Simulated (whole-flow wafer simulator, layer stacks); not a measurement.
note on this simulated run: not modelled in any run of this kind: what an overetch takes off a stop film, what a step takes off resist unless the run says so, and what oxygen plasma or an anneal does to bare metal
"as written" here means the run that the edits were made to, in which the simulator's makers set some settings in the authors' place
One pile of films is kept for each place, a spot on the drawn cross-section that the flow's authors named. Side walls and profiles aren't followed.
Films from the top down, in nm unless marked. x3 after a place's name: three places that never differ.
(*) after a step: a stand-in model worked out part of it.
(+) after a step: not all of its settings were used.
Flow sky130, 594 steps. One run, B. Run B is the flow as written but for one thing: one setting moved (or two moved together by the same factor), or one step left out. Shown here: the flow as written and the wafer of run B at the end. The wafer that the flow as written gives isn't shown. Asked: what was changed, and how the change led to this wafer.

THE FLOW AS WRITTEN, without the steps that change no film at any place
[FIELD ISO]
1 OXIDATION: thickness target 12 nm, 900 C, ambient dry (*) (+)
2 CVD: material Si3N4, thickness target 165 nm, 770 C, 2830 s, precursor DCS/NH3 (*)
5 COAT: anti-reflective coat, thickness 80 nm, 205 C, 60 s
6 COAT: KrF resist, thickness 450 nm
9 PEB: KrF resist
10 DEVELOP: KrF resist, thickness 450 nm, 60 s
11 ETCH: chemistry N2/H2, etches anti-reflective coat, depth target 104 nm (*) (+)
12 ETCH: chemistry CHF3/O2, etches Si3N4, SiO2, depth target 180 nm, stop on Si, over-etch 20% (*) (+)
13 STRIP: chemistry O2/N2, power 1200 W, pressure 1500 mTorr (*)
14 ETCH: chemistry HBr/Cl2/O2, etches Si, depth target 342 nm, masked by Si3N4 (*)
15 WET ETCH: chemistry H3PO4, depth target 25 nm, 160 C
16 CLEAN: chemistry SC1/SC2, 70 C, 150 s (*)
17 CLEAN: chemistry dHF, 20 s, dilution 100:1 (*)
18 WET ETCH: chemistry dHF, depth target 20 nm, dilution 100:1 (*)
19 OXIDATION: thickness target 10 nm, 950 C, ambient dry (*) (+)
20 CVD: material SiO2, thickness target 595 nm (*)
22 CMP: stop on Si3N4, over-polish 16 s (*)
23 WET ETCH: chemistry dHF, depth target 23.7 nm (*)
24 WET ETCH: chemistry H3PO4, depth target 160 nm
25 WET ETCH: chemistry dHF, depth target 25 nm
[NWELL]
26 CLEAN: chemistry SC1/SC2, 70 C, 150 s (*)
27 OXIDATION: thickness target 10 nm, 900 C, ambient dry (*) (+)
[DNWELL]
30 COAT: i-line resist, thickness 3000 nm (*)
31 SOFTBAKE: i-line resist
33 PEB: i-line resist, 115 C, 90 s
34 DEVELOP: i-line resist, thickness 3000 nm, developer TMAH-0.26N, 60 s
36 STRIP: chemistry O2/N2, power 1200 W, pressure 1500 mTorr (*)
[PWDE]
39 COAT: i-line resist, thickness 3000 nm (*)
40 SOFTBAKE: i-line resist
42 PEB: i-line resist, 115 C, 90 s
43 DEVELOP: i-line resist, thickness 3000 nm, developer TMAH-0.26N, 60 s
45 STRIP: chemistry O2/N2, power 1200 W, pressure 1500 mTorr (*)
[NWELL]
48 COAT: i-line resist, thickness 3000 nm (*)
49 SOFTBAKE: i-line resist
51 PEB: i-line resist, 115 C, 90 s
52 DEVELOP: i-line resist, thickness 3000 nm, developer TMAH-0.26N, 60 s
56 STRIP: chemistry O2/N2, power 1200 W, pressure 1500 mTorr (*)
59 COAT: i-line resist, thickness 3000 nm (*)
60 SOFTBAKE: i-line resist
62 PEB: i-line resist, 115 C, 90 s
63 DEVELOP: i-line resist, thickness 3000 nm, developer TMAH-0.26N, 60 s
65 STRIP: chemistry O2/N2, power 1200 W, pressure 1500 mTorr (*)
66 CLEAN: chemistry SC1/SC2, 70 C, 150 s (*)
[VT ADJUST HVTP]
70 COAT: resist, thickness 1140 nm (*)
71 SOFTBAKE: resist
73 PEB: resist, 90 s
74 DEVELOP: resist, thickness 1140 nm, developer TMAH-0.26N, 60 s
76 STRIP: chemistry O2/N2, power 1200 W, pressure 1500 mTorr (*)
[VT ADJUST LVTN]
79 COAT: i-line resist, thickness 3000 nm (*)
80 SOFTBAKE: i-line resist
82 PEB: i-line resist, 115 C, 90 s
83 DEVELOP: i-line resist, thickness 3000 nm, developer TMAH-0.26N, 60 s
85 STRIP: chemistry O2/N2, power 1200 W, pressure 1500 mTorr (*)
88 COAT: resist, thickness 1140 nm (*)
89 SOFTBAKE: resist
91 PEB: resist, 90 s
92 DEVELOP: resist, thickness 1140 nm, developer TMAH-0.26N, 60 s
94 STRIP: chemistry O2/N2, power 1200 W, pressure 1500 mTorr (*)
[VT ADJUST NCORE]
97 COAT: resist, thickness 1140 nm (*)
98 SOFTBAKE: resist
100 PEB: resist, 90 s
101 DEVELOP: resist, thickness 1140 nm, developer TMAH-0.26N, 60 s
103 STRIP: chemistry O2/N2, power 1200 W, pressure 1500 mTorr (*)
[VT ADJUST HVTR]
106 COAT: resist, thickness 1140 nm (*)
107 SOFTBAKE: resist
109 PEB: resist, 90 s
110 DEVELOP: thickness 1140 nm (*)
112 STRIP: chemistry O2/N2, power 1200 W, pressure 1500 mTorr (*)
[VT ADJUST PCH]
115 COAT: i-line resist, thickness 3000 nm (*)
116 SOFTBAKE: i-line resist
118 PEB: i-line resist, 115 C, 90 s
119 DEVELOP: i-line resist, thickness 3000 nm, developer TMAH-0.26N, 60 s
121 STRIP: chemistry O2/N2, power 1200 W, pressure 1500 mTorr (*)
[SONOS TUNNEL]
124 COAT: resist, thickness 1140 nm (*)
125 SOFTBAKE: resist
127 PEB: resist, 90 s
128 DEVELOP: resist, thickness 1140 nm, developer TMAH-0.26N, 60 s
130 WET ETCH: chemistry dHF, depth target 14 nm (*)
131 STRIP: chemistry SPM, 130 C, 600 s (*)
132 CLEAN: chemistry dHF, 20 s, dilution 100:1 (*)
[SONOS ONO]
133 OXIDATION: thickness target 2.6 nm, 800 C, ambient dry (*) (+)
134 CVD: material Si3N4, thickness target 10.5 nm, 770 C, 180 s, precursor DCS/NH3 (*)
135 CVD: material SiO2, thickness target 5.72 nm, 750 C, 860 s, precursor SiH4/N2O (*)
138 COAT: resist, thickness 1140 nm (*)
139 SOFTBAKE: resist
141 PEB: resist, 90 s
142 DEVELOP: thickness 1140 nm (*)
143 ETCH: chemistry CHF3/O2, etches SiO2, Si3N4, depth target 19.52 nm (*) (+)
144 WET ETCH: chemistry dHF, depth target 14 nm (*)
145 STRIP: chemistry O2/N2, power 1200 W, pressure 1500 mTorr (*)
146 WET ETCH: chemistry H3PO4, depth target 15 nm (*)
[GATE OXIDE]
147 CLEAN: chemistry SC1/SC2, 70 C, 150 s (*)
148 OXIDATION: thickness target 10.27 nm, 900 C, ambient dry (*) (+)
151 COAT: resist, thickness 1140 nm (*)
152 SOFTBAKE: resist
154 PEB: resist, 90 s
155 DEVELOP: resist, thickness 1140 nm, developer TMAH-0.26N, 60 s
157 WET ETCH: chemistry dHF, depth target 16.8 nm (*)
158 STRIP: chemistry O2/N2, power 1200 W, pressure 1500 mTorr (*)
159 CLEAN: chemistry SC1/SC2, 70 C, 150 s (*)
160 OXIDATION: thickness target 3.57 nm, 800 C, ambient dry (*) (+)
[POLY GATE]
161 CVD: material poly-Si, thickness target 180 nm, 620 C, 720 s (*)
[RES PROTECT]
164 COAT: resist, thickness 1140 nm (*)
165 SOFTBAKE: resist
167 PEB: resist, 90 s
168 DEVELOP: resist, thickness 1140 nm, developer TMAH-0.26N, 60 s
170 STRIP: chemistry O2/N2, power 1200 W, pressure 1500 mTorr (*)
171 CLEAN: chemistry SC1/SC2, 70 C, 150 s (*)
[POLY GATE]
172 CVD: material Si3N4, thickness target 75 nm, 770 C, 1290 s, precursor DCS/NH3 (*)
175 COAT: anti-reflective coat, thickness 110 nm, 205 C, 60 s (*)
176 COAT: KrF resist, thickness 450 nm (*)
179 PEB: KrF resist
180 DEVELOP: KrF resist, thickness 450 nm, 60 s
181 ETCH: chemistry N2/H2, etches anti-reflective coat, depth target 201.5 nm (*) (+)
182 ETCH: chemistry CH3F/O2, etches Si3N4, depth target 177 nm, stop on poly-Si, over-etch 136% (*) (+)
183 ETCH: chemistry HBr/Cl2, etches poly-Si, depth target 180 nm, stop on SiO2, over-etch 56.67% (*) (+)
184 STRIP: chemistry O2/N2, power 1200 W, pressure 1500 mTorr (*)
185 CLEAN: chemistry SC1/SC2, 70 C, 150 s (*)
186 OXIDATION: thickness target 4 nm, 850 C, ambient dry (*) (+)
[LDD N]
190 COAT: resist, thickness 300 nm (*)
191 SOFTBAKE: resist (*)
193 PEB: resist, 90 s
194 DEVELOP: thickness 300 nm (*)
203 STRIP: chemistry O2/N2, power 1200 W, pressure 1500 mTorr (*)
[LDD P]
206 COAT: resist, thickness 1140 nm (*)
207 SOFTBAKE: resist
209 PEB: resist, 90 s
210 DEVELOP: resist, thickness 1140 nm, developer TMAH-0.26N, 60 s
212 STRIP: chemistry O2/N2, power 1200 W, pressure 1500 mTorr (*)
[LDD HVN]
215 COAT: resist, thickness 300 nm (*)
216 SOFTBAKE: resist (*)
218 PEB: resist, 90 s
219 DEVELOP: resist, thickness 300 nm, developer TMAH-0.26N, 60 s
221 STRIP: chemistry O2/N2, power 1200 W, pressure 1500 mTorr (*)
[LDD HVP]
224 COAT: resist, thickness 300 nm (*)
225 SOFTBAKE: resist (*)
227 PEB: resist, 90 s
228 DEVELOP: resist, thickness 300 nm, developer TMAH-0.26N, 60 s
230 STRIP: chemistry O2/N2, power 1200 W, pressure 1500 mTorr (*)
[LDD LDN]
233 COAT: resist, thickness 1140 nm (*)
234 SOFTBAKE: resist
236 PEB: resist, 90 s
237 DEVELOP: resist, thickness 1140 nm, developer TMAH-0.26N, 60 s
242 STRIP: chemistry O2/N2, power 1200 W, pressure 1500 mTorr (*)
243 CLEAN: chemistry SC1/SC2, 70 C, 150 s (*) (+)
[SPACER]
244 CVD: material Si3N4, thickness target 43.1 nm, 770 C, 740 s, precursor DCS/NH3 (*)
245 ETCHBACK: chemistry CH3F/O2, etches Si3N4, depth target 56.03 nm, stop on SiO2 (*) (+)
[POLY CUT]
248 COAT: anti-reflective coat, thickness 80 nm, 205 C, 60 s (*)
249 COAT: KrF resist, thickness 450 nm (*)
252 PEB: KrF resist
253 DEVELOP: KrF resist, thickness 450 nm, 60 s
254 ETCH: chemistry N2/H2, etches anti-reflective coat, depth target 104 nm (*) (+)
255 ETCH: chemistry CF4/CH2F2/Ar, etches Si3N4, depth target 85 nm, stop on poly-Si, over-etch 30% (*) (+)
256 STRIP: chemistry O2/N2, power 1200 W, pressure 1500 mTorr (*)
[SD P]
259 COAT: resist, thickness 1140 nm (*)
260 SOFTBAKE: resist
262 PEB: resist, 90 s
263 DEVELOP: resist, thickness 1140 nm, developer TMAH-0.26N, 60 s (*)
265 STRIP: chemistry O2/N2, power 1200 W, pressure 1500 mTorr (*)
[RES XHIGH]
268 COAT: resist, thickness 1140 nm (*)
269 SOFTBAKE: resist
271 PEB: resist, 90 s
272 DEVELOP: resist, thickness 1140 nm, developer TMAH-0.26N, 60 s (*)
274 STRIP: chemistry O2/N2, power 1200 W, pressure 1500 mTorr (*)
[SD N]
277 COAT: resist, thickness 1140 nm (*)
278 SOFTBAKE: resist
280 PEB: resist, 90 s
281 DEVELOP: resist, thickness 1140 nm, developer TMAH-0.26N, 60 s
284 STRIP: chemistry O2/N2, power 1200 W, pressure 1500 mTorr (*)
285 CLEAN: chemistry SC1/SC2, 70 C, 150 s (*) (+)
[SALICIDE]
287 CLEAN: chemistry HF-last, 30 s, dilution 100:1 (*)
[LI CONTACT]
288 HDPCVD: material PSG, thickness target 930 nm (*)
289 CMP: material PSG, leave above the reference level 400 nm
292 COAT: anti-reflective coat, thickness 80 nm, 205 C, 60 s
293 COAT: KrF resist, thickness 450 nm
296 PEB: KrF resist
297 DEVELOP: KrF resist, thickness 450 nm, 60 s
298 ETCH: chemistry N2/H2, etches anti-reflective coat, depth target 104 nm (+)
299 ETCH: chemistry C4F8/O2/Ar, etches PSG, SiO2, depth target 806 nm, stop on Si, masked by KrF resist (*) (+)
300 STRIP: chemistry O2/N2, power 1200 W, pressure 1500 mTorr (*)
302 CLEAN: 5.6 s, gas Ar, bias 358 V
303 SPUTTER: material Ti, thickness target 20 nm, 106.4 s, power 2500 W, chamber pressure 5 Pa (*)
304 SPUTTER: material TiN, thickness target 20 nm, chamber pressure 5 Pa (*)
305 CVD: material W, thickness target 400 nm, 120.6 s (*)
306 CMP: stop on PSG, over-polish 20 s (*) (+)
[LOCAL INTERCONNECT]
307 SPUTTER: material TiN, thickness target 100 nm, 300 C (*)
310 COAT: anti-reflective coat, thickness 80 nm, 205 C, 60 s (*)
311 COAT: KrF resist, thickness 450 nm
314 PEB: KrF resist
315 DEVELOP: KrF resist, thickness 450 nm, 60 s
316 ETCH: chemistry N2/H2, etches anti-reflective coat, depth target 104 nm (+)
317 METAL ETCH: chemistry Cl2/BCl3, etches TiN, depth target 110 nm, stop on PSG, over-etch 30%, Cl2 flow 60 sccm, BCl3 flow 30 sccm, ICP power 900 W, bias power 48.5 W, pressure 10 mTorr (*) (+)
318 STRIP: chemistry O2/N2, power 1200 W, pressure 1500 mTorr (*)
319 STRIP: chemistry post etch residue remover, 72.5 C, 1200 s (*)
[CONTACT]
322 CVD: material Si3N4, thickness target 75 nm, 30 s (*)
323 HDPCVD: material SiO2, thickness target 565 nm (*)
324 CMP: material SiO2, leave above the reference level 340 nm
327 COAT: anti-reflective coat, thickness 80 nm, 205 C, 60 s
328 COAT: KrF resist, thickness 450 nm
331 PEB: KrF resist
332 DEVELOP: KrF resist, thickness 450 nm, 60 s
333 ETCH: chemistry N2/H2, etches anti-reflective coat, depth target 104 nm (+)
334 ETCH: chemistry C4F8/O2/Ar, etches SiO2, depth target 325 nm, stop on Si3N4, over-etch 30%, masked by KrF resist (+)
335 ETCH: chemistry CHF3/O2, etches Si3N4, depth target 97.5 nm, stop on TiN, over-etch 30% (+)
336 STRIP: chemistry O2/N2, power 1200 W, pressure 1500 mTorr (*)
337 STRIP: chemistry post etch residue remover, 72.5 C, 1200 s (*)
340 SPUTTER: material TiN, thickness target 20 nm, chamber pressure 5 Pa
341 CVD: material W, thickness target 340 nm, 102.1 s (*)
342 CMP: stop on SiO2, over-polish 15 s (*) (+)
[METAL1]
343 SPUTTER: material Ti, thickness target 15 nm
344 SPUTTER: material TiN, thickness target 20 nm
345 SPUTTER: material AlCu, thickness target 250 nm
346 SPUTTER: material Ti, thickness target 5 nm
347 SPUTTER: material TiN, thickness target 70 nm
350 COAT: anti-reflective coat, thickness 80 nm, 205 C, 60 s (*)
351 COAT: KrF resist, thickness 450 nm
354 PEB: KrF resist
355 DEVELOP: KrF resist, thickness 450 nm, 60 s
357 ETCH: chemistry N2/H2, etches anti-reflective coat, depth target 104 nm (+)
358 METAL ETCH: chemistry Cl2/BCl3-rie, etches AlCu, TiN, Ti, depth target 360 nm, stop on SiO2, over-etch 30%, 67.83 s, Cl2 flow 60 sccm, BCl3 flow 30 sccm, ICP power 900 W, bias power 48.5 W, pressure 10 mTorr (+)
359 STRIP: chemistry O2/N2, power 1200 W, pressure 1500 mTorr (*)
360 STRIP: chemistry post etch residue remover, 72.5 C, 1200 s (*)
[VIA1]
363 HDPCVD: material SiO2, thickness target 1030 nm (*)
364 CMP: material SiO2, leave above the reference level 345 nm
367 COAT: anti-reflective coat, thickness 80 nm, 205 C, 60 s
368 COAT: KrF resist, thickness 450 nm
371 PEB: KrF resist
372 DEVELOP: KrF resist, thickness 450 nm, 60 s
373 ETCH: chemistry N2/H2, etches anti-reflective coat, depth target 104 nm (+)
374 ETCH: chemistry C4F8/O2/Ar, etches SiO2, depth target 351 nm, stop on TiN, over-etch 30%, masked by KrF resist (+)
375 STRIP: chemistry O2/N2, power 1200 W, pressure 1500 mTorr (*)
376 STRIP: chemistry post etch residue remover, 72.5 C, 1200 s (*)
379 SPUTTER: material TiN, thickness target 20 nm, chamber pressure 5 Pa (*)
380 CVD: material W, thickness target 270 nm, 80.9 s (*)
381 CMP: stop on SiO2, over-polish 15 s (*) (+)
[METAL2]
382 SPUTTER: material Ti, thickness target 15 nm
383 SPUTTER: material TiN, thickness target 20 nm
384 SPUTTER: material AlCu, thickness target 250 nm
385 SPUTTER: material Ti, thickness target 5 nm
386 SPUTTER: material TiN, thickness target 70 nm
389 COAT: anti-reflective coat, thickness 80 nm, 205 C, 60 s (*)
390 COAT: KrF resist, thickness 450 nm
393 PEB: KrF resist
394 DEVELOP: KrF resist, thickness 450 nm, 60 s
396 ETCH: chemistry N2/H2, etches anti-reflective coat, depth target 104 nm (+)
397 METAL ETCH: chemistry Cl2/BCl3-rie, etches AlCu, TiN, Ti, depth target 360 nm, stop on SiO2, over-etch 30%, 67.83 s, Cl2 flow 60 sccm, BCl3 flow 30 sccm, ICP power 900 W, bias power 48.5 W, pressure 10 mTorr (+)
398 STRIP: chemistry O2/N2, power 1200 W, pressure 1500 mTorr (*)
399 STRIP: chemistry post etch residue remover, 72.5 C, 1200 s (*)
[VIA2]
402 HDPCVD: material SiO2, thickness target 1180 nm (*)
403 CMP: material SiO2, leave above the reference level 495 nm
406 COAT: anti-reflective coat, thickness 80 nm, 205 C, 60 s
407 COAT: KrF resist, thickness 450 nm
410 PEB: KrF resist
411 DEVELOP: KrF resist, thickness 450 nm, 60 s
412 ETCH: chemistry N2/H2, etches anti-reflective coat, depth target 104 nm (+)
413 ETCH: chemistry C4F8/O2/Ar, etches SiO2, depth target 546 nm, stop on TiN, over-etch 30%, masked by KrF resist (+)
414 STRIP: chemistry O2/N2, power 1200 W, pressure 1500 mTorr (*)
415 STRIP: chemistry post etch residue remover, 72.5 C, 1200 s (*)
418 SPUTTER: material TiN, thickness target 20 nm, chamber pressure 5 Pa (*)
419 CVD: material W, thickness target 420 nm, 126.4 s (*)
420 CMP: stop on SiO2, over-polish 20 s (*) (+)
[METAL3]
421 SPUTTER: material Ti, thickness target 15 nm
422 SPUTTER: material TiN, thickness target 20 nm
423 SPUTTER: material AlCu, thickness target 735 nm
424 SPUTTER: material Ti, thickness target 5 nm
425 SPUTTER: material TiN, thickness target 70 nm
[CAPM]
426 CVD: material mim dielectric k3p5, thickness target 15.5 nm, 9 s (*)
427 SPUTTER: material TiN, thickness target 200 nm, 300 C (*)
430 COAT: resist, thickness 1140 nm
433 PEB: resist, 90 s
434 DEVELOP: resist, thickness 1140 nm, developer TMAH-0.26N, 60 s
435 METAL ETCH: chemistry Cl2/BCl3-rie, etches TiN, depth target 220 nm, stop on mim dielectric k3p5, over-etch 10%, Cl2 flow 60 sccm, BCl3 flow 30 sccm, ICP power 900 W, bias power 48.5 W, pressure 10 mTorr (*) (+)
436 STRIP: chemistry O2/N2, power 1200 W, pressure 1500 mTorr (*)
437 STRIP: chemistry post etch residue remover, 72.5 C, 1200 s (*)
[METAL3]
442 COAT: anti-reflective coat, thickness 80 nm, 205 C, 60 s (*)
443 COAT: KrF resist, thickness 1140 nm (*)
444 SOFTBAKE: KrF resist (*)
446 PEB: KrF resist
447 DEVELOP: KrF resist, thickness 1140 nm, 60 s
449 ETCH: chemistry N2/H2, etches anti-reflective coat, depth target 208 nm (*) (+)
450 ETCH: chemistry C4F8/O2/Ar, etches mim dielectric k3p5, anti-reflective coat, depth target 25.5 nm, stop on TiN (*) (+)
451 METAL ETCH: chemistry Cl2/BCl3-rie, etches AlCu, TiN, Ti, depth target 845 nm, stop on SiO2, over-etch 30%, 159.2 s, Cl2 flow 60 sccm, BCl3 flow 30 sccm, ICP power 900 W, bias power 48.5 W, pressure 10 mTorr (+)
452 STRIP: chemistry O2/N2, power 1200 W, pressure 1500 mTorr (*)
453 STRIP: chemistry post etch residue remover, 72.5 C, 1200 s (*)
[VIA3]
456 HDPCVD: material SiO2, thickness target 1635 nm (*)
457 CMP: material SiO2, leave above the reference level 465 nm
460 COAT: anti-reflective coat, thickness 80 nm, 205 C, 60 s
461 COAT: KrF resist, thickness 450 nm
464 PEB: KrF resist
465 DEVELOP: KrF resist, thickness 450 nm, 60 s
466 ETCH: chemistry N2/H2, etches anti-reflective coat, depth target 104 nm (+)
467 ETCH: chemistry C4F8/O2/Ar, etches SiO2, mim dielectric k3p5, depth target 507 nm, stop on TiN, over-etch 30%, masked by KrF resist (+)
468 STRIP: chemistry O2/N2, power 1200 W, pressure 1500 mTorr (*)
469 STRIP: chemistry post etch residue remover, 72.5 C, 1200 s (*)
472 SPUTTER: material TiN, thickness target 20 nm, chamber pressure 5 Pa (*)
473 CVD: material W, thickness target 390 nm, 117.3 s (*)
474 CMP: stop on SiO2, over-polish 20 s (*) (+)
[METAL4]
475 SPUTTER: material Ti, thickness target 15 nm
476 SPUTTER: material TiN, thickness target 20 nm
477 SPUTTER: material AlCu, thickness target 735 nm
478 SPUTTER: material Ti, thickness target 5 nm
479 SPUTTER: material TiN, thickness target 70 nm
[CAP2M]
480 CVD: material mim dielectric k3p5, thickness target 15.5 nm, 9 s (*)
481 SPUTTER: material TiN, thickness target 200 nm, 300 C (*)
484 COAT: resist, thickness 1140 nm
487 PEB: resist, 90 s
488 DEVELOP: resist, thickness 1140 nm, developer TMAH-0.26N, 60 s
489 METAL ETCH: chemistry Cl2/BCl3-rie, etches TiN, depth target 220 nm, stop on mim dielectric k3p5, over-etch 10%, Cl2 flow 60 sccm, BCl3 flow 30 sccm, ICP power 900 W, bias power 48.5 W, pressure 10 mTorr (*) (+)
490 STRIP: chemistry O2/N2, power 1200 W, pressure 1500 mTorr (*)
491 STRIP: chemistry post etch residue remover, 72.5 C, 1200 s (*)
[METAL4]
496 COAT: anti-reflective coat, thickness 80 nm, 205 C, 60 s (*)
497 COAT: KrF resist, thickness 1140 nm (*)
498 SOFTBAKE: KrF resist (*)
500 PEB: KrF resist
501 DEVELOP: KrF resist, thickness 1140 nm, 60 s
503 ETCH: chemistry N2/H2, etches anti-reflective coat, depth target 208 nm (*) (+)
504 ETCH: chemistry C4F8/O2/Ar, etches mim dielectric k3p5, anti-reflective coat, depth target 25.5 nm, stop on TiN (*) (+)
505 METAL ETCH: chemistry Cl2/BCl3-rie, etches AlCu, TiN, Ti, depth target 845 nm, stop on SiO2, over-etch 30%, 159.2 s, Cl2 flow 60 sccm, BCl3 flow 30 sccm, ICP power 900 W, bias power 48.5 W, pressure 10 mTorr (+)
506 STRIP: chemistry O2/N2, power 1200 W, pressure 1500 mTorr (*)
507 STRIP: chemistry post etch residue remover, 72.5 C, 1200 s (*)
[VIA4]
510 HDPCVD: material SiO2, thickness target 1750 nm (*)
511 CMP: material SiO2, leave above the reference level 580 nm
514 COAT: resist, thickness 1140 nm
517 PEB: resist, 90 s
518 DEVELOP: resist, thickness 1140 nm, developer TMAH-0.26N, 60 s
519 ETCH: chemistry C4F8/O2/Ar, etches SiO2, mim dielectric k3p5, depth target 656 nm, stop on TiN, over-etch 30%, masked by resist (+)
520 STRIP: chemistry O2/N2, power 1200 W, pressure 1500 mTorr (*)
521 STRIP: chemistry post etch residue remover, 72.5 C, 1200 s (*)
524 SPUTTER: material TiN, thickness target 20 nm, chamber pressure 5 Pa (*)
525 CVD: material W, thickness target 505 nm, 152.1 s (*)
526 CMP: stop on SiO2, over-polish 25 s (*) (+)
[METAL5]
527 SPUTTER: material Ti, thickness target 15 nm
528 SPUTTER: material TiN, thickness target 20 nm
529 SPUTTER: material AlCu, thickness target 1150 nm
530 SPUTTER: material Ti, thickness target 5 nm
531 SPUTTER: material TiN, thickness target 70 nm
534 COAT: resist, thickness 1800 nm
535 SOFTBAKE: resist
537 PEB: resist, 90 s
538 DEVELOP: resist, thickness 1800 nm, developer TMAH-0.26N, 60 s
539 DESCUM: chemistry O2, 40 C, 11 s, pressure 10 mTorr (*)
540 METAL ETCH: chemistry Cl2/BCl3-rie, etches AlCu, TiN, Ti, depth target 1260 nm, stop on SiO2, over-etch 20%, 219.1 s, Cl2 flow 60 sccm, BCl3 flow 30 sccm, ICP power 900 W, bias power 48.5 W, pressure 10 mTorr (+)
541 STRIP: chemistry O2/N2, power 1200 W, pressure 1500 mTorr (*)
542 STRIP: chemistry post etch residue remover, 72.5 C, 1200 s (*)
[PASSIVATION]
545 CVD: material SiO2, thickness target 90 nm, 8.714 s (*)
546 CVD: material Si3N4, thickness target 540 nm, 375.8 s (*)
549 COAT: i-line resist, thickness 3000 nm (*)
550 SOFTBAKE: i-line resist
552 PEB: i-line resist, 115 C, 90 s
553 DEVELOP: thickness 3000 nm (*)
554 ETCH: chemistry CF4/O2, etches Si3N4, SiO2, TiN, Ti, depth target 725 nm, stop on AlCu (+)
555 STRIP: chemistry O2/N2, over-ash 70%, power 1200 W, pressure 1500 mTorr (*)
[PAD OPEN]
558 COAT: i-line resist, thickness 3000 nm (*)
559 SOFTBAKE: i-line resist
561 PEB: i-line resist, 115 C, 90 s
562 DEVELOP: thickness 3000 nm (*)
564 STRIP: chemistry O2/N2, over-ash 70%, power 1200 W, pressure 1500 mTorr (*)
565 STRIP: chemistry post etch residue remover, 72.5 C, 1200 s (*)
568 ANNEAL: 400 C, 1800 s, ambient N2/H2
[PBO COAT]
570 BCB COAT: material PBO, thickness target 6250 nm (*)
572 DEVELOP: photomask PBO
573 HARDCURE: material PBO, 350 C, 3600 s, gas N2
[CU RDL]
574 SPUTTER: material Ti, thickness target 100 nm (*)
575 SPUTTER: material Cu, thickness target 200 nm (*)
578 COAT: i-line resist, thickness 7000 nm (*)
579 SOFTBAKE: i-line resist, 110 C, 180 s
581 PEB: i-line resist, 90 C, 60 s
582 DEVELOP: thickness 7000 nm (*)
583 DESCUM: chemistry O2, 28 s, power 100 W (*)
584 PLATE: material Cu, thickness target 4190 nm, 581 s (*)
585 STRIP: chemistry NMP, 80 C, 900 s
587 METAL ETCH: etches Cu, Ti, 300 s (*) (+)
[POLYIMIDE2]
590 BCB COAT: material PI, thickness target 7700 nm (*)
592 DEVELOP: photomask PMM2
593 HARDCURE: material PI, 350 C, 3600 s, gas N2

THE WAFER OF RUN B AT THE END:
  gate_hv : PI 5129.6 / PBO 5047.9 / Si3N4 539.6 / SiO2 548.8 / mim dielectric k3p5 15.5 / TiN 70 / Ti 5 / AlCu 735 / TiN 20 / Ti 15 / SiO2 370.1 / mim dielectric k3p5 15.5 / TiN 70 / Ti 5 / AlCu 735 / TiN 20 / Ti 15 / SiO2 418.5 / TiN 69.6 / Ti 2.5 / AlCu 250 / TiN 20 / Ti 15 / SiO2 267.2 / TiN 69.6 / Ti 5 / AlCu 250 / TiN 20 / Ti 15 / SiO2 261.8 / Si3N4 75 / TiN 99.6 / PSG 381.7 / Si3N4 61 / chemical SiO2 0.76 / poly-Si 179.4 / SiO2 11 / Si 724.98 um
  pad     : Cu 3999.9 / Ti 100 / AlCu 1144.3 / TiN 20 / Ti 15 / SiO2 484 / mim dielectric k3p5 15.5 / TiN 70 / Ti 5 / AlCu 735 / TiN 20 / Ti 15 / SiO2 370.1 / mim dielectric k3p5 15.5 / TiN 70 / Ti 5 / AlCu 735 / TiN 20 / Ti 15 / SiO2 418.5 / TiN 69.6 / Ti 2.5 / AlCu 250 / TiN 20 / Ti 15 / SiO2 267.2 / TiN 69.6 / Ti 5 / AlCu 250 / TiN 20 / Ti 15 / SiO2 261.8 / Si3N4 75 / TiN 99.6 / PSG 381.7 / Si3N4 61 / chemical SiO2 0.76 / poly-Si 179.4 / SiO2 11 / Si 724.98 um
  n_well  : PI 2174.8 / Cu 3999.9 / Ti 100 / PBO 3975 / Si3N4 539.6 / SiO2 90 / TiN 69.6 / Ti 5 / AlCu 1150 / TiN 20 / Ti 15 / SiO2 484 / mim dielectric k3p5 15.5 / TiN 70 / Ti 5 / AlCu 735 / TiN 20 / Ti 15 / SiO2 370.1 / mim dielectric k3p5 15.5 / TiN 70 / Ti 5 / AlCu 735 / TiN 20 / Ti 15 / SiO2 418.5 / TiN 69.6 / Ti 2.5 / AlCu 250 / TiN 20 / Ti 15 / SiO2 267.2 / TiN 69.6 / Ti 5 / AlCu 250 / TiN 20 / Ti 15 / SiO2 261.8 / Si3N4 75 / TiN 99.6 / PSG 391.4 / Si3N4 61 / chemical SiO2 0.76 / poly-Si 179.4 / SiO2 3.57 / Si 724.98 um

The cause: step 385, SPUTTER: thickness target 2.5 nm was run, where the flow has thickness target 5 nm.
It can be read off the wafer: gate_hv has Ti 2.5, and step 385 as written asks for 5 nm.

How the change led to this, step by step:
  385 SPUTTER: material Ti, thickness target 5 nm
      field, active, n_well and 188 more: Ti +2.5 (new film) (as written it would be: Ti +5 (new film))
  397 METAL ETCH: chemistry Cl2/BCl3-rie, etches AlCu, TiN, Ti, depth target 360 nm, stop on SiO2, over-etch 30%, 67.83 s, Cl2 flow 60 sccm, BCl3 flow 30 sccm, ICP power 900 W, bias power 48.5 W, pressure 10 mTorr (+)
      field, active, gate and 82 more: TiN -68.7 (all of it), Ti -2.5 (all of it), AlCu -250 (all of it), TiN -20 (all of it), Ti -15 (all of it), SiO2 -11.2 (as written it would be: TiN -68.7 (all of it), Ti -5 (all of it), AlCu -250 (all of it), TiN -20 (all of it), Ti -15 (all of it), SiO2 -10.9)
